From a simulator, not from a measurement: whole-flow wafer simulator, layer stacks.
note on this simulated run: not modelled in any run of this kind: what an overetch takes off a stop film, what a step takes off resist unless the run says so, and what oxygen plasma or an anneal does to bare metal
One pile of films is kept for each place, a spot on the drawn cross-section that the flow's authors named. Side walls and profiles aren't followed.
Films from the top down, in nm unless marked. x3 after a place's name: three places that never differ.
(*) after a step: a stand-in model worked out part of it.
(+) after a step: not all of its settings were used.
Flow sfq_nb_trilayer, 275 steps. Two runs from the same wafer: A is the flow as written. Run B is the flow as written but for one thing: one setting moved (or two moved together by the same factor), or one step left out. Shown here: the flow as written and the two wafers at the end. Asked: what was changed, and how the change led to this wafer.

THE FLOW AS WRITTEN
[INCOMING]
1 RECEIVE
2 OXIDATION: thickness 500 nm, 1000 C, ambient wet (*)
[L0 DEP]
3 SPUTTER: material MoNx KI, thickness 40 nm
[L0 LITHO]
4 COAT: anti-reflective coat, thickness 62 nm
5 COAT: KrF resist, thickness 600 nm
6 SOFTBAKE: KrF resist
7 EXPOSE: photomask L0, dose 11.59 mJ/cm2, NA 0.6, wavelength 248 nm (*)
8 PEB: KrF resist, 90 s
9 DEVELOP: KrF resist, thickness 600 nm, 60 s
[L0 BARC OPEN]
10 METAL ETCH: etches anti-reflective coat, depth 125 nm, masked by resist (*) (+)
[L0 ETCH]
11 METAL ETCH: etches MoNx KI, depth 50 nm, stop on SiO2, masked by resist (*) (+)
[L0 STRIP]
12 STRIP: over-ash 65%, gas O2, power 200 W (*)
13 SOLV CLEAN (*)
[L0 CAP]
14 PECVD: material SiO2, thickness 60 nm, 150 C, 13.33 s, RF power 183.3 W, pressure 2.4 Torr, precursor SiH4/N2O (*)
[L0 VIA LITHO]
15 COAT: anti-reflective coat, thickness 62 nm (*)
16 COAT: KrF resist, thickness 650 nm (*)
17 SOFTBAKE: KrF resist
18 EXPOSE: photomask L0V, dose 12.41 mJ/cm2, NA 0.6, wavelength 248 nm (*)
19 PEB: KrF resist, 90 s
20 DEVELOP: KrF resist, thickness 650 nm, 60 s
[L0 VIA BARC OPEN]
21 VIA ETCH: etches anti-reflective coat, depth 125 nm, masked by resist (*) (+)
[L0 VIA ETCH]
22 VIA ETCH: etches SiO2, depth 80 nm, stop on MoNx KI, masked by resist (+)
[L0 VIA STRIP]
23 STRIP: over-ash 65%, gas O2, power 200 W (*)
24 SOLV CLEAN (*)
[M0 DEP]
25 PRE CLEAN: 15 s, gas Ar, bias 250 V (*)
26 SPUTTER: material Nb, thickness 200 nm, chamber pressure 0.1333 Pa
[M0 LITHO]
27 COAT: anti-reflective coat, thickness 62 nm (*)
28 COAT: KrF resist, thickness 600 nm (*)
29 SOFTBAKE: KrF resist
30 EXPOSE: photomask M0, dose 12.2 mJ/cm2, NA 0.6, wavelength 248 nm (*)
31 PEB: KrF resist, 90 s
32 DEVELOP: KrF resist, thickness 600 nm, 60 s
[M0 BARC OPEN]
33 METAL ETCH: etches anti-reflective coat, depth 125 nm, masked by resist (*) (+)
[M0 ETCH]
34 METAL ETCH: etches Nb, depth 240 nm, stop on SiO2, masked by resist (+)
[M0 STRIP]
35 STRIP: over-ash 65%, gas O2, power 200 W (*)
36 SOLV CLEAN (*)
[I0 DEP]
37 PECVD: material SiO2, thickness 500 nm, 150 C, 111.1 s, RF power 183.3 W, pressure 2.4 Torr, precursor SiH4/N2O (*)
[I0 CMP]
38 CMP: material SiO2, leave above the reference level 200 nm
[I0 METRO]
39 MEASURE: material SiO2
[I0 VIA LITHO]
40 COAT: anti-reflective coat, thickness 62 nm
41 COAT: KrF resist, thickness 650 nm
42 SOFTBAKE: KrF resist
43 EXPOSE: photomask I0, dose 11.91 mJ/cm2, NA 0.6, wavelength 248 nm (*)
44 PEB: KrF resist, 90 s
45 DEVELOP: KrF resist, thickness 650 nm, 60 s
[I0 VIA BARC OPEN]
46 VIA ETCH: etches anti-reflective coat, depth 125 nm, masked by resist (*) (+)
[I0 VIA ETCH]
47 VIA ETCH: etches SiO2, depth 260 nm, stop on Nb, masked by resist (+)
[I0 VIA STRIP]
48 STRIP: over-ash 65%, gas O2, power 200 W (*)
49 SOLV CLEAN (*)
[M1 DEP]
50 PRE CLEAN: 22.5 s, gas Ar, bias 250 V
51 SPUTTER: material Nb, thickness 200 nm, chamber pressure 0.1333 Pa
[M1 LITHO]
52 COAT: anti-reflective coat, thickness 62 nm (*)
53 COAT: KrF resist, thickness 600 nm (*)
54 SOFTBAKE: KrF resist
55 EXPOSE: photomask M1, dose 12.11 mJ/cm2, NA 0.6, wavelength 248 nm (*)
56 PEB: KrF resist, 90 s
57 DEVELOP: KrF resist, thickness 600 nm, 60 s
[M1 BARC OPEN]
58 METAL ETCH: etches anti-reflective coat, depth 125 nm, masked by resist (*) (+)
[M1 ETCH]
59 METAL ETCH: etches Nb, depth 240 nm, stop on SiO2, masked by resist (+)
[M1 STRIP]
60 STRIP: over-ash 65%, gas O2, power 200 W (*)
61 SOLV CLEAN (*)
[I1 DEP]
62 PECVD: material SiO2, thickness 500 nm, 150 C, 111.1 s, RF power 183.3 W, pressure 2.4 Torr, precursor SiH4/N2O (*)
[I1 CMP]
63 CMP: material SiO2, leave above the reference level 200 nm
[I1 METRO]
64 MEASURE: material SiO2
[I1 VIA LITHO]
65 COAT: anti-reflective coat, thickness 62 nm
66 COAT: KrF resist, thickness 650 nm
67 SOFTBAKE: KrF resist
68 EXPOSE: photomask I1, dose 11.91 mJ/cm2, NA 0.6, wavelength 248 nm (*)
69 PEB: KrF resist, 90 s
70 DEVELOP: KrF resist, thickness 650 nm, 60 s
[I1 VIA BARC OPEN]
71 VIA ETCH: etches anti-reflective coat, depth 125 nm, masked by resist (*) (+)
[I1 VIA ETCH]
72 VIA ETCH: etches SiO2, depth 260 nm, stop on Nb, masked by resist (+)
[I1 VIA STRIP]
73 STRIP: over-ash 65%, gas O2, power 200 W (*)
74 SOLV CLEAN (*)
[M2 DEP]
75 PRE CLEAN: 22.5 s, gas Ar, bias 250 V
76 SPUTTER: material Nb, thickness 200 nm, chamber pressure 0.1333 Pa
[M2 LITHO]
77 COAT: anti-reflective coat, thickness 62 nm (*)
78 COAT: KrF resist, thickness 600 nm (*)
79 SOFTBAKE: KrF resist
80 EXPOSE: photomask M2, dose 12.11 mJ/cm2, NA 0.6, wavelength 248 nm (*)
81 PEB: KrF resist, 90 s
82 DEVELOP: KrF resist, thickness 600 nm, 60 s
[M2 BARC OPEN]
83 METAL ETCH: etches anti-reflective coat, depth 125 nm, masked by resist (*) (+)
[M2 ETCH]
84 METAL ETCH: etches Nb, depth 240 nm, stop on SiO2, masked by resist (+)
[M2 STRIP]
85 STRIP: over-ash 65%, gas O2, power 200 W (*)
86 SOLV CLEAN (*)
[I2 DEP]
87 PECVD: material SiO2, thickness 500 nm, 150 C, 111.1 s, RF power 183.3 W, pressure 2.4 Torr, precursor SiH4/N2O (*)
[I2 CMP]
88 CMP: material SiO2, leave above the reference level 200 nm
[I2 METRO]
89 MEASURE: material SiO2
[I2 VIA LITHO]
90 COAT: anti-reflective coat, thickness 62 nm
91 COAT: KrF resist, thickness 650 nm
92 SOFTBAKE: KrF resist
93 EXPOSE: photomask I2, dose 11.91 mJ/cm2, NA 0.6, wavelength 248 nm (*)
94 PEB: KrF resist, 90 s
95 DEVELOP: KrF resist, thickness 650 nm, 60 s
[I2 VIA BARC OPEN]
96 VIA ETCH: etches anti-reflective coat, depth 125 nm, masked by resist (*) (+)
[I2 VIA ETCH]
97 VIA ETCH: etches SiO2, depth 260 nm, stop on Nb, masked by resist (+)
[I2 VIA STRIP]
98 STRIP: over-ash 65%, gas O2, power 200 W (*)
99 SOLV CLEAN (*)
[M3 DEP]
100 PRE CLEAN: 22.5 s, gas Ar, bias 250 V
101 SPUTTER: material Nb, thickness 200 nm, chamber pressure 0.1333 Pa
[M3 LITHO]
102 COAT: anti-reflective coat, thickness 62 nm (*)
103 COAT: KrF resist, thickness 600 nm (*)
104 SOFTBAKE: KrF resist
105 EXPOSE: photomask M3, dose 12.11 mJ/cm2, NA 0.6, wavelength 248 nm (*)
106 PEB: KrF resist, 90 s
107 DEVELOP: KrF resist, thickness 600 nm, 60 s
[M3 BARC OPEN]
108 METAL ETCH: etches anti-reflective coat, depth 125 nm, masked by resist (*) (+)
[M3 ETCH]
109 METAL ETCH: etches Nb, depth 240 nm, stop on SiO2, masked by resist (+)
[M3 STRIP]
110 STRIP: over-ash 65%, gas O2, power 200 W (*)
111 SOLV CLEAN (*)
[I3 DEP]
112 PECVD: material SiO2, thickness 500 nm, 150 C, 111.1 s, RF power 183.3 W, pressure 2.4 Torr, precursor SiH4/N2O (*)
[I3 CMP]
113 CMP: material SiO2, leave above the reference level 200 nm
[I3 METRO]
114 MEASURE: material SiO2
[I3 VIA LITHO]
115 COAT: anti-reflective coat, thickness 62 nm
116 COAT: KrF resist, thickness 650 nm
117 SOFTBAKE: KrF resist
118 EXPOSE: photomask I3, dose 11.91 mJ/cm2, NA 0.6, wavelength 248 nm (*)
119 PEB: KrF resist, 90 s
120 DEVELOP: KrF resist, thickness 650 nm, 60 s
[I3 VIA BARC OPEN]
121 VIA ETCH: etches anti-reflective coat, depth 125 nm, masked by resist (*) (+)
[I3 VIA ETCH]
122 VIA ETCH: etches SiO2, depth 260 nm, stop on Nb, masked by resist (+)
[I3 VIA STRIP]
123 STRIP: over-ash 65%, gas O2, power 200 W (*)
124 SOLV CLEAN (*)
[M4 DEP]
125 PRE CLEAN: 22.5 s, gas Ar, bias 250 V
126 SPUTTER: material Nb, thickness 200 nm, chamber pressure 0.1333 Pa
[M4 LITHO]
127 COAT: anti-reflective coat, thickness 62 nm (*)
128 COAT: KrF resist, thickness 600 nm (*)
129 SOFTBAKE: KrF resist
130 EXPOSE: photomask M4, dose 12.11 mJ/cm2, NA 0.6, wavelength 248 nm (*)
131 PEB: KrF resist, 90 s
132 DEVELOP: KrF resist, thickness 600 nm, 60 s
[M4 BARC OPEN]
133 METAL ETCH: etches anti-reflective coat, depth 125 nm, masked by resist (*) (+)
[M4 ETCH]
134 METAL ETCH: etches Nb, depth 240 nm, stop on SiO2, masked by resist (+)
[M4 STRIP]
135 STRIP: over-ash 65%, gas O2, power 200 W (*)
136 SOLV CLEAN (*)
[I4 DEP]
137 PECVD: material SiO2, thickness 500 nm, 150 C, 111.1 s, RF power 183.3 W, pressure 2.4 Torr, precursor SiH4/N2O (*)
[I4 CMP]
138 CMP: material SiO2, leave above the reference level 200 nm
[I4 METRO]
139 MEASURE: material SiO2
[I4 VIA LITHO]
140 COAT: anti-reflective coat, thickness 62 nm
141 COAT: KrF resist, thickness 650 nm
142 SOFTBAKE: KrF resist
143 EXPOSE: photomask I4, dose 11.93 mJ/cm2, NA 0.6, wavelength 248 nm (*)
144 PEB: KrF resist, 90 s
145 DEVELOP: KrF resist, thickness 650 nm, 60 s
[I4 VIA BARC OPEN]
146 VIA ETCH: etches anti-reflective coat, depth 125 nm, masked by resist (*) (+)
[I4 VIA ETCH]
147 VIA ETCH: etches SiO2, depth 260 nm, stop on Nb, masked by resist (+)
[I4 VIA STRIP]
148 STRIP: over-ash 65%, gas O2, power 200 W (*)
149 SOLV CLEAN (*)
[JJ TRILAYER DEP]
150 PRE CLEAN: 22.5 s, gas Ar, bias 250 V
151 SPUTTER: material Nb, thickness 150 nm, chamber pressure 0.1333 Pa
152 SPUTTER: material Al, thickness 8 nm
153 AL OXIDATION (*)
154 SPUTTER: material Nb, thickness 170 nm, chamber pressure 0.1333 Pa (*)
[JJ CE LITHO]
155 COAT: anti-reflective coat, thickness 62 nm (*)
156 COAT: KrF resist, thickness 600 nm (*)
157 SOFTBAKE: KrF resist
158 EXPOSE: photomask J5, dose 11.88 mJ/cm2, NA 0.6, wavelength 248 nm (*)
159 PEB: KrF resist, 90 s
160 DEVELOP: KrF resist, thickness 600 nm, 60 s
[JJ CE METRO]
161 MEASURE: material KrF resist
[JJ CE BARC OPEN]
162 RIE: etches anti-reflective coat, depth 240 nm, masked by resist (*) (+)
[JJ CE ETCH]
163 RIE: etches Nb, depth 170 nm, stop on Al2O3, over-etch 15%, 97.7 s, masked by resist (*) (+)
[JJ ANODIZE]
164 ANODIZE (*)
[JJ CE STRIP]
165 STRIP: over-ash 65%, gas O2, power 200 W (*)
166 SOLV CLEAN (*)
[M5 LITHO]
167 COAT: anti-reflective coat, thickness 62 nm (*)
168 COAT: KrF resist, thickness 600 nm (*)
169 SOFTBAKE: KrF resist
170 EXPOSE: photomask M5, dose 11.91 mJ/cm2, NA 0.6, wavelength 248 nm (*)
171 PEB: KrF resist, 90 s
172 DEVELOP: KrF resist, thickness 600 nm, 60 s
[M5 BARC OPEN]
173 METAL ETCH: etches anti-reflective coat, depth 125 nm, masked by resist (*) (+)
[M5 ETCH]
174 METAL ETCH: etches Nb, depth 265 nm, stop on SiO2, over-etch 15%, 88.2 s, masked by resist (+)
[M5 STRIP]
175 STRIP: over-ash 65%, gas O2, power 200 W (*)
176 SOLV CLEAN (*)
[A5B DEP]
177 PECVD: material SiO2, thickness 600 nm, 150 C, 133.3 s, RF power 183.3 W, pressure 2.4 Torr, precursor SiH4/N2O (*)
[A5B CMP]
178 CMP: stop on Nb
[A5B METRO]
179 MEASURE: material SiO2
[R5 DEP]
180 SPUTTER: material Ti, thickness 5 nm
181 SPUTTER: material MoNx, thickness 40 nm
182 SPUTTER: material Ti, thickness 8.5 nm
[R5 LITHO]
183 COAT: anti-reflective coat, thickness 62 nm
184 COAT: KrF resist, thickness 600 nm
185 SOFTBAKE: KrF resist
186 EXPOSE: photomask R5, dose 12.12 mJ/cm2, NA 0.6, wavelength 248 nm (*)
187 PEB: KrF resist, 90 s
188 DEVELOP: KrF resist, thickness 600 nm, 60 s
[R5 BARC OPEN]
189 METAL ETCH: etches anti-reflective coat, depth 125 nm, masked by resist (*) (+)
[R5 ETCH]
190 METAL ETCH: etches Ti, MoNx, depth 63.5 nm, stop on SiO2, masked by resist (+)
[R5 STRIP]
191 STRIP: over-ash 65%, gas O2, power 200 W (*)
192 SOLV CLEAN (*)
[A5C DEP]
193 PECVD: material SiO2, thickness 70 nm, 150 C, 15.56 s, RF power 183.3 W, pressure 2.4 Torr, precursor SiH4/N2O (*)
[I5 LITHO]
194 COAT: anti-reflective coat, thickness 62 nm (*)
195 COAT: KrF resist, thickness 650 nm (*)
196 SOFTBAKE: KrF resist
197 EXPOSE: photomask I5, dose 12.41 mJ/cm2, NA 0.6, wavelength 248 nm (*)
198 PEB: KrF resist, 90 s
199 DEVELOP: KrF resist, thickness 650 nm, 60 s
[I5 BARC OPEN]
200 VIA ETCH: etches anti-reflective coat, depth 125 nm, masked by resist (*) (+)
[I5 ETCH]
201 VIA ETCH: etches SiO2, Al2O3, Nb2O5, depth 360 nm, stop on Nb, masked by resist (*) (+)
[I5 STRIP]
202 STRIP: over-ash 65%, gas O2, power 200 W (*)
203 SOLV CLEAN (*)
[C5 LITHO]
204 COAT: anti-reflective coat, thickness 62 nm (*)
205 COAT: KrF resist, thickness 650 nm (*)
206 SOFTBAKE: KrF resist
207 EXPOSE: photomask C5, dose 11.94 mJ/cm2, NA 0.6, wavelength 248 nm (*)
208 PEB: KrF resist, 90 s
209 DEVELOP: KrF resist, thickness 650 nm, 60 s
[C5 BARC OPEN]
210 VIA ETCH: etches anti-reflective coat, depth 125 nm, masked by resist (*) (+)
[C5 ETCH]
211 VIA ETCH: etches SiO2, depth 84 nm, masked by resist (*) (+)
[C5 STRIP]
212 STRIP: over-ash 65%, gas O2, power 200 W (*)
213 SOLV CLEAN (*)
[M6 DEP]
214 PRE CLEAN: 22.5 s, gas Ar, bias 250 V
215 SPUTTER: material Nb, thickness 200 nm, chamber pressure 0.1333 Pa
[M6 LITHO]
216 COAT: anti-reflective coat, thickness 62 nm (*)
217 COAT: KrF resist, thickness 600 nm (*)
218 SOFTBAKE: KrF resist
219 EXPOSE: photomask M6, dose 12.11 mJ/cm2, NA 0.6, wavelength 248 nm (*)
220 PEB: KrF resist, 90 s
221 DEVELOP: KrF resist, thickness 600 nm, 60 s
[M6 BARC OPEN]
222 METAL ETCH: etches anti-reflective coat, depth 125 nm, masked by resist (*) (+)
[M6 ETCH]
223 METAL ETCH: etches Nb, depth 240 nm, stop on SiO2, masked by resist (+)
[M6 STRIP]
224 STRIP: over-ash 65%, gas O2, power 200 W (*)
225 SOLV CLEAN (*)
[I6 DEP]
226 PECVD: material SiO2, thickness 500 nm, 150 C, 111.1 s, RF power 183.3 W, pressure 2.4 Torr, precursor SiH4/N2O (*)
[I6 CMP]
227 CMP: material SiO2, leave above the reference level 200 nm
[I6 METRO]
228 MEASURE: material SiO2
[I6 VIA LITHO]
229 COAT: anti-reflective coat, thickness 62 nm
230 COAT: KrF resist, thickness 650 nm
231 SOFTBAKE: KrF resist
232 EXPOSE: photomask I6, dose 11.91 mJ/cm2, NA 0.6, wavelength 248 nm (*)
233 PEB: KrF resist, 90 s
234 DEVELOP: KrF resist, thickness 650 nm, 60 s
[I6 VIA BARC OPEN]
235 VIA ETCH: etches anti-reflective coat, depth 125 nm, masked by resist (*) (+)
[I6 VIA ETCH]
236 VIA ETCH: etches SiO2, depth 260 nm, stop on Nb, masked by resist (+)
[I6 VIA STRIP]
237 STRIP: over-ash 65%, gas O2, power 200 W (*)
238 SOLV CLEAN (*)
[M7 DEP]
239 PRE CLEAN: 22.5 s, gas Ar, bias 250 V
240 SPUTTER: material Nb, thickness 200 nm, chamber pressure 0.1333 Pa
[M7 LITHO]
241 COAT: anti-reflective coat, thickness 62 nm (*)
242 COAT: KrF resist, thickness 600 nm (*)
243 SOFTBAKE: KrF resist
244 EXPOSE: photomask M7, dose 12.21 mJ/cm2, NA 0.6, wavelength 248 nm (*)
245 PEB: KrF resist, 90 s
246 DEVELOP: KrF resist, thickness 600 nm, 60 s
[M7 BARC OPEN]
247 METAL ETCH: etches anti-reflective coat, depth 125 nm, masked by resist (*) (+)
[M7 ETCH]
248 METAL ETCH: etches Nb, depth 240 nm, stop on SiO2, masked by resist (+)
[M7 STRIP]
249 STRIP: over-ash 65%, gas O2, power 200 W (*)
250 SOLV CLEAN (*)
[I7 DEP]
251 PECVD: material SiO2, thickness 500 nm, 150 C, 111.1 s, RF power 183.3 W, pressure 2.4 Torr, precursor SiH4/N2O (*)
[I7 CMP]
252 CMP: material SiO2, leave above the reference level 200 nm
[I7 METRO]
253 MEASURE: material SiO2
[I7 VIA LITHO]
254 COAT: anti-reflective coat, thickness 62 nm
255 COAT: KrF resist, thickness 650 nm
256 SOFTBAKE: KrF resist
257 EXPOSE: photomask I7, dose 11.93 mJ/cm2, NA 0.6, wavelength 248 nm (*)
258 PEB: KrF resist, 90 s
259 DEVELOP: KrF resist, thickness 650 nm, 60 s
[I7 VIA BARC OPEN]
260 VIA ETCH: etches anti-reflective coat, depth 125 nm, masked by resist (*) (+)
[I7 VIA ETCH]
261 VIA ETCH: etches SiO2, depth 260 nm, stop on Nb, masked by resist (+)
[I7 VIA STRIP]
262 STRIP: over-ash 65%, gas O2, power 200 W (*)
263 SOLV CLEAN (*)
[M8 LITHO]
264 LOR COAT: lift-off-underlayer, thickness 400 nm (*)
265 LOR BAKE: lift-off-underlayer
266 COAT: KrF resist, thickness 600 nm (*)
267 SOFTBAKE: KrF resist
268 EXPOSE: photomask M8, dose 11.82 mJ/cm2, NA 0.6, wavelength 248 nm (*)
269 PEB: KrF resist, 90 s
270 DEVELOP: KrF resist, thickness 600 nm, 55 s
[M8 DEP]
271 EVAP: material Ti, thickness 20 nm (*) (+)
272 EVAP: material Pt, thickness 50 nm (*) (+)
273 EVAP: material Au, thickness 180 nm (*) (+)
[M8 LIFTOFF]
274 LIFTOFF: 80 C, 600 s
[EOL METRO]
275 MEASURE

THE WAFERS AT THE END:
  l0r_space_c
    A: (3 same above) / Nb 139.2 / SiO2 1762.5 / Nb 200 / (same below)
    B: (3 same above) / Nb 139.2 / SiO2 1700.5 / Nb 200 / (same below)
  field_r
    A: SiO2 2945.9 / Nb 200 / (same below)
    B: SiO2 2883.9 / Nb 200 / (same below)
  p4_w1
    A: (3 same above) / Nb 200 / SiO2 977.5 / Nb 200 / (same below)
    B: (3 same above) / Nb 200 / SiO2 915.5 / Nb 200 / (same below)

The cause: step 76, SPUTTER: thickness 138 nm was run, where the flow has thickness 200 nm.

How the change led to this, step by step:
  76 SPUTTER: material Nb, thickness 200 nm, chamber pressure 0.1333 Pa
      field_l, v_sur, via_wl and 102 more: A Nb +200 (new film) | B Nb +138 (new film)
      via_v: A Nb +174.5 | B Nb +121.1
  77 COAT: anti-reflective coat, thickness 62 nm (*)
      via_v: A anti-reflective coat +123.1 (new film) | B anti-reflective coat +120.4 (new film)
  84 METAL ETCH: etches Nb, depth 240 nm, stop on SiO2, masked by resist (+)
      field_l, be, be_sur and 81 more: A Nb -200 (all of it) | B Nb -138 (all of it)
      v_sur, via_wl, via_w and 19 more: A KrF resist -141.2 | B KrF resist -121.8
  85 STRIP: over-ash 65%, gas O2, power 200 W (*)
      wl_j_sl, wl_jj, wl_j_sr and 12 more: A KrF resist -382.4 (all of it), anti-reflective coat -62 (all of it) | B KrF resist -401.8 (all of it), anti-reflective coat -62 (all of it)
      v_sur: A KrF resist -380 (all of it), anti-reflective coat -61.4 (all of it) | B KrF resist -399.5 (all of it), anti-reflective coat -61.4 (all of it)
      (and at 6 more places)
  87 PECVD: material SiO2, thickness 500 nm, 150 C, 111.1 s, RF power 183.3 W, pressure 2.4 Torr, precursor SiH4/N2O (*)
      via_v: A SiO2 +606 (new film) | B SiO2 +591.1 (new film)
  88 CMP: material SiO2, leave above the reference level 200 nm
      field_l, be, be_sur and 81 more: A SiO2 -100 | B SiO2 -162
      via_v: A SiO2 -181.6 | B SiO2 -175.3
